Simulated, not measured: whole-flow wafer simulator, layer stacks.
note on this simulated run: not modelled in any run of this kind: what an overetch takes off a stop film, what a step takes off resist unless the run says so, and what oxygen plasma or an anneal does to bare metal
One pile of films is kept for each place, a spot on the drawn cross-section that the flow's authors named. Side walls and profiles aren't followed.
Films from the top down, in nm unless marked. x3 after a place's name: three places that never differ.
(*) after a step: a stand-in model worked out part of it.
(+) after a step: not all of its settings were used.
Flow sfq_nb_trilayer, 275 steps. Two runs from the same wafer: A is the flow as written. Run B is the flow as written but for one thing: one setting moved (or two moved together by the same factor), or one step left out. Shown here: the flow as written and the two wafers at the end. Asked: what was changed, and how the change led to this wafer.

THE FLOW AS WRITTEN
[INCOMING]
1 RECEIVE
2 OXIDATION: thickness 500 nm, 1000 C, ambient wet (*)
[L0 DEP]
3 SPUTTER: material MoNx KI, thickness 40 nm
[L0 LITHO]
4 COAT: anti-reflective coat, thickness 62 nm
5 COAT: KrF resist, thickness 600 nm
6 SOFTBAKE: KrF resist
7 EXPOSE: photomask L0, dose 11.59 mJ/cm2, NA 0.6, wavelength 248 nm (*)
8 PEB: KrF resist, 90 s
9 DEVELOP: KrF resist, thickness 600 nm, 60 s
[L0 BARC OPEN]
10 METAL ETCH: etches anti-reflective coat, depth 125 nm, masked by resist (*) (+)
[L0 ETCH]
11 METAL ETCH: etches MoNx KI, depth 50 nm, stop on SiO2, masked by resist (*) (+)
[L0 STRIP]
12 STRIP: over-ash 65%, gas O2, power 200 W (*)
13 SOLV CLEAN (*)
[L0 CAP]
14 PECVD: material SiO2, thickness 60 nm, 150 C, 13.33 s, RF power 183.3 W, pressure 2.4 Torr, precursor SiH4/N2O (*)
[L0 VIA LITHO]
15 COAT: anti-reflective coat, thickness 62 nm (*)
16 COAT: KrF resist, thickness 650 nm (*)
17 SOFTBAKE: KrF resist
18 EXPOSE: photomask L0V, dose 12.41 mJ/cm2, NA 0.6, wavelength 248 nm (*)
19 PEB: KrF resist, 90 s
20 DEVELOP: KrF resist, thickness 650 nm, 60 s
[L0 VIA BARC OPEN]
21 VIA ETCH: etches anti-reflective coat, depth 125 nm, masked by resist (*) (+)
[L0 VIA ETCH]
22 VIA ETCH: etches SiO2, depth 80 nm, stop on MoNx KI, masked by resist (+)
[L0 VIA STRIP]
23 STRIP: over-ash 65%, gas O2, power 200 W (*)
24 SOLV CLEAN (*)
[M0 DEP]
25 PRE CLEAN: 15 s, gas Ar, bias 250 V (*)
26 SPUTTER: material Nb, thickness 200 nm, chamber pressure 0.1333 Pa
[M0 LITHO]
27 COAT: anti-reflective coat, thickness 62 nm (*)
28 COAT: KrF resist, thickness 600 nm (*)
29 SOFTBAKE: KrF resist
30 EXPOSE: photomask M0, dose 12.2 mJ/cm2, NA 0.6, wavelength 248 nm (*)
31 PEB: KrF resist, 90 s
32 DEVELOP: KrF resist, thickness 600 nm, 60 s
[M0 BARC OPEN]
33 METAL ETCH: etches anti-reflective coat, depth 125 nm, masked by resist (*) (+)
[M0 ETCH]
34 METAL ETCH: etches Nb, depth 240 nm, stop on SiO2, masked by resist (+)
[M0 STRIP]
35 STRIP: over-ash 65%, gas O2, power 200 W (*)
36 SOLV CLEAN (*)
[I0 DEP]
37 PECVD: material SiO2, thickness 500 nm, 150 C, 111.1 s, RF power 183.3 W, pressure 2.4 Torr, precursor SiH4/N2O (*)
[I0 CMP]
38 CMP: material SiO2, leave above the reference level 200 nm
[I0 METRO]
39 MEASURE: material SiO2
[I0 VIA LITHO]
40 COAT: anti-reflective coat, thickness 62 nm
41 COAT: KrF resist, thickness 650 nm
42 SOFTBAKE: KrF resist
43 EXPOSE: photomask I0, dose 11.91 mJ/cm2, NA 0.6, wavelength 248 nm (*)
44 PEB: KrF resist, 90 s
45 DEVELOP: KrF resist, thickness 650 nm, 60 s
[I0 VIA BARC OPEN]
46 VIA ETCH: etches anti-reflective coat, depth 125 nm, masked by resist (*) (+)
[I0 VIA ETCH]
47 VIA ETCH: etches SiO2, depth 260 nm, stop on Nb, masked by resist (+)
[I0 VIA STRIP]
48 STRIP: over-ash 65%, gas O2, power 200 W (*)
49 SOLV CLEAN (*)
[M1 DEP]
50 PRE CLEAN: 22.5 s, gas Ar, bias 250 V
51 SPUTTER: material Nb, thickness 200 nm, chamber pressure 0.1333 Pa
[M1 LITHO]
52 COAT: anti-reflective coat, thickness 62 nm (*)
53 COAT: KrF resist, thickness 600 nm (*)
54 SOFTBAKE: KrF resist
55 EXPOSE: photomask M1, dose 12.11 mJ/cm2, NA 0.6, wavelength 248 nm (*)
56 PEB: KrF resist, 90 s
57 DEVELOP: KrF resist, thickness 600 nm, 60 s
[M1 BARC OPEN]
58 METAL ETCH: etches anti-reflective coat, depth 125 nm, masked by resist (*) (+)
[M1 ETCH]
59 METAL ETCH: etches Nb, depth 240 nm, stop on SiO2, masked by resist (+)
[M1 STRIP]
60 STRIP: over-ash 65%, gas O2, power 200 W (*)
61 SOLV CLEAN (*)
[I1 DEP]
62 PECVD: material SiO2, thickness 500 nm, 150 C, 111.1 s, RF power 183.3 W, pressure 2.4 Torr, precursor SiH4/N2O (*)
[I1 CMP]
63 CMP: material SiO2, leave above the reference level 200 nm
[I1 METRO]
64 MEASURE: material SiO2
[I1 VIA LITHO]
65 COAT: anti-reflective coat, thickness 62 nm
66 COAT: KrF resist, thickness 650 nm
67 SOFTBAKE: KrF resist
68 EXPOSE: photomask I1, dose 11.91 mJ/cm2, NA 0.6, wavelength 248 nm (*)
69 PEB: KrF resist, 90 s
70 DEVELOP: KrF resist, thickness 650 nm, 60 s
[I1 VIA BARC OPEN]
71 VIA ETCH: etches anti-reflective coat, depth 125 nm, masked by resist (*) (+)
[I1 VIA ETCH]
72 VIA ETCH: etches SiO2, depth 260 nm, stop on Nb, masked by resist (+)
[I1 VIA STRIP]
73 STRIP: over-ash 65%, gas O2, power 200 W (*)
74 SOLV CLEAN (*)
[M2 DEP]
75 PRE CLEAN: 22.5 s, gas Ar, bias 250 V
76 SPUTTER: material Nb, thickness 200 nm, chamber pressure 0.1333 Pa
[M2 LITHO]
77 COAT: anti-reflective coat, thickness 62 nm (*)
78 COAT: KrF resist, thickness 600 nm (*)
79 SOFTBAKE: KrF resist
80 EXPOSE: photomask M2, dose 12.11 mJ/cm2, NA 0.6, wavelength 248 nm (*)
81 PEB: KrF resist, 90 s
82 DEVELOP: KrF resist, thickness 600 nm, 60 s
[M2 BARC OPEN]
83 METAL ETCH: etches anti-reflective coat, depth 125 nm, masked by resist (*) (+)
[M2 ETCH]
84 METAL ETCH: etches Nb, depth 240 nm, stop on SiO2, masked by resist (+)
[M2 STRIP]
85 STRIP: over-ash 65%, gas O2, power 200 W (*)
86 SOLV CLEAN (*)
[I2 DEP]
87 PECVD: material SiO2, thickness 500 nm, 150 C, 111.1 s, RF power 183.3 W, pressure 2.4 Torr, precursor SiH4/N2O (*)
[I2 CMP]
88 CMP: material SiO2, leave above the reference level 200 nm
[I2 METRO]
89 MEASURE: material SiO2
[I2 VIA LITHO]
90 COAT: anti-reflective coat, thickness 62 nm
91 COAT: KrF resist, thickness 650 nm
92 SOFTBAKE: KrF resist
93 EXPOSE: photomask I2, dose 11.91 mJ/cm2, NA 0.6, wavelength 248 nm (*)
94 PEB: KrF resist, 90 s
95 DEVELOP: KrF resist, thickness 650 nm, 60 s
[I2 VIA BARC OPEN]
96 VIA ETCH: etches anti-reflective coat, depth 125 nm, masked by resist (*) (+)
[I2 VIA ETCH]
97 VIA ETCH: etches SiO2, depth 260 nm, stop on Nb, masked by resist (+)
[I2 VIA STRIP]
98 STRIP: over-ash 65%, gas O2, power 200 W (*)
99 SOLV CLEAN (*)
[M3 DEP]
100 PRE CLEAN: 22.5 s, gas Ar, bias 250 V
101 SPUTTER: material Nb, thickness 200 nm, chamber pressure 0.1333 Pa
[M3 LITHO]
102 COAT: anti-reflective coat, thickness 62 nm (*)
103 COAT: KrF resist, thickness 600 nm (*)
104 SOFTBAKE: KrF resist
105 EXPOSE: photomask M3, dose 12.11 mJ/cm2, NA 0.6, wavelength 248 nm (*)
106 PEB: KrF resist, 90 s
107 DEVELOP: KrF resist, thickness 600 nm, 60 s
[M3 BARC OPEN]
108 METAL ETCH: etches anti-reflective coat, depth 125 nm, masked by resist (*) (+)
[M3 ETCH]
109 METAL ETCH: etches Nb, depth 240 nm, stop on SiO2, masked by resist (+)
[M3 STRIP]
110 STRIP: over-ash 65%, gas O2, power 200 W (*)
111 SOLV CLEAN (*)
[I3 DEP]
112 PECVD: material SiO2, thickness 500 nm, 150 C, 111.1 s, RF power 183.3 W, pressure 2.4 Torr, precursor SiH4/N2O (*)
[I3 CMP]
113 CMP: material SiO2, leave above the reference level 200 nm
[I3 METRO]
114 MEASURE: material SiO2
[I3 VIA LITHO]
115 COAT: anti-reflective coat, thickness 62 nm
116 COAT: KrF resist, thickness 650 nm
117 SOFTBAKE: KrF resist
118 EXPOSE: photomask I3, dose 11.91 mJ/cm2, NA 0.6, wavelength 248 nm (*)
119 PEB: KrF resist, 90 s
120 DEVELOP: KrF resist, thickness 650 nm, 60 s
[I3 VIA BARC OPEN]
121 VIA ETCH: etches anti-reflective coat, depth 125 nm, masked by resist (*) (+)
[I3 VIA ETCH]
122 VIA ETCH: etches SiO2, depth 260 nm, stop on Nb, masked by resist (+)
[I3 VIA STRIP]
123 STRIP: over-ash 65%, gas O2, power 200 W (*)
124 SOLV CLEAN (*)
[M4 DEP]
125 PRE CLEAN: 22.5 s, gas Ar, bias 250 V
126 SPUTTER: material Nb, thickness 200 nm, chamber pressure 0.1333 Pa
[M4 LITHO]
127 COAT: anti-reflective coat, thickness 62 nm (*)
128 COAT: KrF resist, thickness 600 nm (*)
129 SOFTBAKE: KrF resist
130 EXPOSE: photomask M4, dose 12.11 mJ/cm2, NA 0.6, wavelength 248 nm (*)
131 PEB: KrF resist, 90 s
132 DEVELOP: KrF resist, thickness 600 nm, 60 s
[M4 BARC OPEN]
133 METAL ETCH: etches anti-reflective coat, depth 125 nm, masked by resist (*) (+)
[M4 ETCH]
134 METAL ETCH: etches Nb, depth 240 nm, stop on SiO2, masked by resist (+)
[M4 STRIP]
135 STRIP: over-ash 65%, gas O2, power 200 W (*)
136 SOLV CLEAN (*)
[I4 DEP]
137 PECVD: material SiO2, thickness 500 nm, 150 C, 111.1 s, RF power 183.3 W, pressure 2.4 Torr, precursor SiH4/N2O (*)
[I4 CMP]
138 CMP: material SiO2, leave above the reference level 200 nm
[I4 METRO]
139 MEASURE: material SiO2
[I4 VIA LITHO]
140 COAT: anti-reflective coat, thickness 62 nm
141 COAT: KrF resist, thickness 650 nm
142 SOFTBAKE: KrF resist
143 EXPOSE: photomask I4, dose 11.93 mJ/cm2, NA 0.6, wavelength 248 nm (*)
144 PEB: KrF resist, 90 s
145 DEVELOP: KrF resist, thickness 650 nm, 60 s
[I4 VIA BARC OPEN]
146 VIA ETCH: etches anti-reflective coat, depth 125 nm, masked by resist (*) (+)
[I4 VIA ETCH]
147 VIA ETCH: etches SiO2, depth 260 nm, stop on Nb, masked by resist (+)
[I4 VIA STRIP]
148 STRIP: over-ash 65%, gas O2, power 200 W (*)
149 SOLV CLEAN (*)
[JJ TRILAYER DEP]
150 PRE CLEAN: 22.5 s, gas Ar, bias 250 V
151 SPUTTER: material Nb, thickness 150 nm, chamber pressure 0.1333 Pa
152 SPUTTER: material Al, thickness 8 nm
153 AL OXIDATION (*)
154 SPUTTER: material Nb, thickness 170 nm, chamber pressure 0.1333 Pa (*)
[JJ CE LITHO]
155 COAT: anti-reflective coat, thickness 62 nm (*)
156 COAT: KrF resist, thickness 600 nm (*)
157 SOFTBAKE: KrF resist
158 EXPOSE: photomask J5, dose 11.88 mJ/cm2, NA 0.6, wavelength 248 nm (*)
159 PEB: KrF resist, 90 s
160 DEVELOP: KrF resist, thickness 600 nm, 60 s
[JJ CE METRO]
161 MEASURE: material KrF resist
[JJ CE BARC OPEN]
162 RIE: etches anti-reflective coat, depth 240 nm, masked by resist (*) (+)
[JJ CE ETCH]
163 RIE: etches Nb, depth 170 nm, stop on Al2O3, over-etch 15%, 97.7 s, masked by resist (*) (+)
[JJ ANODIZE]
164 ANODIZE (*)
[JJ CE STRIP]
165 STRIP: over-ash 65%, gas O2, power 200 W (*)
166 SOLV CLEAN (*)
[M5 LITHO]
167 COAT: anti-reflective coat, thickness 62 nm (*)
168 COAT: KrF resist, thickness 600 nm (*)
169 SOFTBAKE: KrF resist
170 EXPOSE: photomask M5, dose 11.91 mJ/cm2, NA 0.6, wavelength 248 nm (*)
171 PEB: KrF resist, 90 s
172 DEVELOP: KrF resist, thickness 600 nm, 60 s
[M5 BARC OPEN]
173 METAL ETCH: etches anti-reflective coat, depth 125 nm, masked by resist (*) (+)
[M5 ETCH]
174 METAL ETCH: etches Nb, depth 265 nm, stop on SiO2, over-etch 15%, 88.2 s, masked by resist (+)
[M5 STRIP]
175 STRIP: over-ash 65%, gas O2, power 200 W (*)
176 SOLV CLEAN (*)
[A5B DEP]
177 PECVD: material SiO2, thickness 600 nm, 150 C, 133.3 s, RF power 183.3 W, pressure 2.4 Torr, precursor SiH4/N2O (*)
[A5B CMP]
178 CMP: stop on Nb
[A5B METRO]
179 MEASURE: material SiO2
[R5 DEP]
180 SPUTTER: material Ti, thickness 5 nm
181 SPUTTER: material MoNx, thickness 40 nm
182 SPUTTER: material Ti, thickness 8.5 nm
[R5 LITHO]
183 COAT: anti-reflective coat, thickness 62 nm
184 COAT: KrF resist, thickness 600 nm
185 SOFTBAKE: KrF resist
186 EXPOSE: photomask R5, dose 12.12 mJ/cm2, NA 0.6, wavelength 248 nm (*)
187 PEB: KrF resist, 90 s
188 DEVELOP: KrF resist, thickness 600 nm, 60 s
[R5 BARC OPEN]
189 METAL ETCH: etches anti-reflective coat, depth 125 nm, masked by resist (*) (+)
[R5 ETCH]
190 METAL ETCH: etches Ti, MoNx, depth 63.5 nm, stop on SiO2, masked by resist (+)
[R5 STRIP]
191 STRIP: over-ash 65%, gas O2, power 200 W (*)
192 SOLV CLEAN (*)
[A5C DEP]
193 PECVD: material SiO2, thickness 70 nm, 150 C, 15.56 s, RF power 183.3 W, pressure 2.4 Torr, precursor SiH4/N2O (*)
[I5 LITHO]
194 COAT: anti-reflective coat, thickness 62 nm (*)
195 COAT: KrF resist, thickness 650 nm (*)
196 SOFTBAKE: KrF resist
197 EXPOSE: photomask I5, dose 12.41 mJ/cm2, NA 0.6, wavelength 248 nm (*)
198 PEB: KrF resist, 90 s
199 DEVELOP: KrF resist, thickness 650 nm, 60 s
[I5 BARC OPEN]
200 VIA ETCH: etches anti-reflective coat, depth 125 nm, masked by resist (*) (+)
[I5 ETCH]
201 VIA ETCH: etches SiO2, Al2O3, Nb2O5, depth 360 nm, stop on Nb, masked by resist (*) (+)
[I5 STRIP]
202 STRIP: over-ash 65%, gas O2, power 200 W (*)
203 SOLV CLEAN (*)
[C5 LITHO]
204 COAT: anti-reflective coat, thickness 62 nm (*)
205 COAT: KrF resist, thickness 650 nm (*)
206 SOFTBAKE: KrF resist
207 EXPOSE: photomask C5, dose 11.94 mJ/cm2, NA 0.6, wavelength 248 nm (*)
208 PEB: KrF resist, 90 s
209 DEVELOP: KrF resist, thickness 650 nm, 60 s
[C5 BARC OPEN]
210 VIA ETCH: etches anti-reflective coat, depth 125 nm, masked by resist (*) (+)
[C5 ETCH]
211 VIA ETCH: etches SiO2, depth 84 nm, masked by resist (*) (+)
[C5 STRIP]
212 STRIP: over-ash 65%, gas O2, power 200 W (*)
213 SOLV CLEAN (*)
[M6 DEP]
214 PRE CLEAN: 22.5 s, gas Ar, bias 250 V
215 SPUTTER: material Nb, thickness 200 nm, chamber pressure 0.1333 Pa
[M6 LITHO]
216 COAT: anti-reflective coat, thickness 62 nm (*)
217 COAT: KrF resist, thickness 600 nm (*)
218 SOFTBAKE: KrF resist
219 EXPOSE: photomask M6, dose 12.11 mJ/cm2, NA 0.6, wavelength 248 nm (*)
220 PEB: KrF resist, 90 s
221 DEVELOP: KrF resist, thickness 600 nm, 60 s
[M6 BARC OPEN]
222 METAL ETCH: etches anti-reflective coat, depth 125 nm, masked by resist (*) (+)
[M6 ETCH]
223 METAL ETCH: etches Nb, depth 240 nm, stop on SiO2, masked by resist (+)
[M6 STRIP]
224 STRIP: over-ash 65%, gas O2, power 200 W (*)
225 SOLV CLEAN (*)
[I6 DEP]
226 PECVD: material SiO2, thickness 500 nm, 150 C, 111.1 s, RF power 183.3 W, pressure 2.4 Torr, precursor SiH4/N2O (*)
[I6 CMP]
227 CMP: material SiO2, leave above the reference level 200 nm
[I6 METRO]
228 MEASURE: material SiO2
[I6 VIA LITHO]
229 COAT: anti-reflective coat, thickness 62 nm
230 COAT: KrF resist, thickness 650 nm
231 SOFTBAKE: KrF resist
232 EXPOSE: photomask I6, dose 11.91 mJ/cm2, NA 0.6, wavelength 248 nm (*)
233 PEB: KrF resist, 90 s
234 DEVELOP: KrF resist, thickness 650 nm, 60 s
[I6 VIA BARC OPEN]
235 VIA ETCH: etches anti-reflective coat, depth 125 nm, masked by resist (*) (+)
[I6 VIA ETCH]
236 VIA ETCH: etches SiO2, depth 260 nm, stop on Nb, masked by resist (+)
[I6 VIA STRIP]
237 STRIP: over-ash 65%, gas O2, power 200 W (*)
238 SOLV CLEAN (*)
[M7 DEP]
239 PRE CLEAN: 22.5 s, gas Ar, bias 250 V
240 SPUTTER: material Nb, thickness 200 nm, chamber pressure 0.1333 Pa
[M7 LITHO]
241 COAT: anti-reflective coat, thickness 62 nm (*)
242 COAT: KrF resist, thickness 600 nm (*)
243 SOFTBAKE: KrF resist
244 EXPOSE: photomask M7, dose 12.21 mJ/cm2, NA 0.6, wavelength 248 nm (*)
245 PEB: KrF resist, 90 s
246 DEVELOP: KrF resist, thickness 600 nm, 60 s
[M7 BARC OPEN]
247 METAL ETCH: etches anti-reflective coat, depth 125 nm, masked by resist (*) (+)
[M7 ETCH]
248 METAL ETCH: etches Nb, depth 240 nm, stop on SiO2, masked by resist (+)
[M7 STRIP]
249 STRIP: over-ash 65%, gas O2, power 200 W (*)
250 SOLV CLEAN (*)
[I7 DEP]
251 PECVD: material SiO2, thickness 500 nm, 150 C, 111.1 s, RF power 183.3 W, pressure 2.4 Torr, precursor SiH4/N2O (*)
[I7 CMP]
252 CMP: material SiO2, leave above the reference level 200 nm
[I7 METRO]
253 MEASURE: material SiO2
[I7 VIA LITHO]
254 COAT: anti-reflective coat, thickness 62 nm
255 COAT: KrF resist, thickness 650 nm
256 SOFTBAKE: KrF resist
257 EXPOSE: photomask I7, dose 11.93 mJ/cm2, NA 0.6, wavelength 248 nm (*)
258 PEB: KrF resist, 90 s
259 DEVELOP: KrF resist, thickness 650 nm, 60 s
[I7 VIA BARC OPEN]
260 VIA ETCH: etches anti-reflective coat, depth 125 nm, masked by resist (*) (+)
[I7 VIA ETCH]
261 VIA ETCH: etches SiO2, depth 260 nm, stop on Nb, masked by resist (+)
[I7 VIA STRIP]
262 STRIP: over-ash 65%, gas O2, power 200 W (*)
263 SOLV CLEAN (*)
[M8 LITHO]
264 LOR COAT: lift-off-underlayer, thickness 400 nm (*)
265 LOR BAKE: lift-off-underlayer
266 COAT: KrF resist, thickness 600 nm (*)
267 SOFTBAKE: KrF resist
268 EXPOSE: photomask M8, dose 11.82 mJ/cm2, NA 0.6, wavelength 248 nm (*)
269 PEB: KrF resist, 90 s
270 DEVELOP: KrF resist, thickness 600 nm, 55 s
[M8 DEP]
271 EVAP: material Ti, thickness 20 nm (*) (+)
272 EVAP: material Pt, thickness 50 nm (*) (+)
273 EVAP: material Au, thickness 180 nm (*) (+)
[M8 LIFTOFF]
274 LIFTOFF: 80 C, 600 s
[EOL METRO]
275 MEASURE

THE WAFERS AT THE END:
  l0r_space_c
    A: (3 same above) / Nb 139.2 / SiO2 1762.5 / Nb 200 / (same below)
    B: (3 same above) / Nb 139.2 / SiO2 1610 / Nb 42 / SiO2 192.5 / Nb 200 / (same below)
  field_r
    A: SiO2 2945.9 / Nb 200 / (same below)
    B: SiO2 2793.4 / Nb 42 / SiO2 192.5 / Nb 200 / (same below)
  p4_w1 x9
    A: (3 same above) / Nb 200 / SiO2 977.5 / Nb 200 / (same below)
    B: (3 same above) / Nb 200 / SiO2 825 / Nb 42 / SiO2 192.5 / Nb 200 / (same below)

The cause: step 51, SPUTTER: thickness 282 nm was run, where the flow has thickness 200 nm.

How the change led to this, step by step:
  51 SPUTTER: material Nb, thickness 200 nm, chamber pressure 0.1333 Pa
      field_l, v_sur, via_wl and 102 more: A Nb +200 (new film) | B Nb +282 (new film)
      via_w: A Nb +174.5 | B Nb +247.2
  52 COAT: anti-reflective coat, thickness 62 nm (*)
      via_wr: A anti-reflective coat +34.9 (new film) | B anti-reflective coat +33.2 (new film)
  59 METAL ETCH: etches Nb, depth 240 nm, stop on SiO2, masked by resist (+)
      field_l, be, be_sur and 79 more: A Nb -200 (all of it) | B Nb -240
  60 STRIP: over-ash 65%, gas O2, power 200 W (*)
      via_wr: A KrF resist -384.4 (all of it), anti-reflective coat -34.9 (all of it) | B KrF resist -384.9 (all of it), anti-reflective coat -33.2 (all of it)
  62 PECVD: material SiO2, thickness 500 nm, 150 C, 111.1 s, RF power 183.3 W, pressure 2.4 Torr, precursor SiH4/N2O (*)
      field_l, be, be_sur and 72 more: A SiO2 +500 | B SiO2 +500 (new film)
      lsp_m, ln_m6, lsp_r, l0_sur, l0v: A SiO2 +494.9 | B SiO2 +493.9 (new film)
      (and at 3 more places)
  63 CMP: material SiO2, leave above the reference level 200 nm
      field_l, be, be_sur and 72 more: A SiO2 -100 | B SiO2 -60
      lsp_m, ln_m6, lsp_r, l0_sur, l0v: A SiO2 -94.9 | B SiO2 -53.9
      (and at 1 more place)
Counting metal films that touch as one body, l0r_space_c has 3 bodies (between them, from the top down: SiO2 1610; SiO2 192.5); the flow as written gives 2 bodies (between them, from the top down: SiO2 1762.5).
Counting metal films that touch as one body, field_r has 2 bodies (between them, from the top down: SiO2 192.5); the flow as written gives 1 body.
Counting metal films that touch as one body, p4_w1 x9 has 4 bodies (between them, from the top down: SiO2 192.5; SiO2 825; SiO2 192.5); the flow as written gives 3 bodies (between them, from the top down: SiO2 192.5; SiO2 977.5).
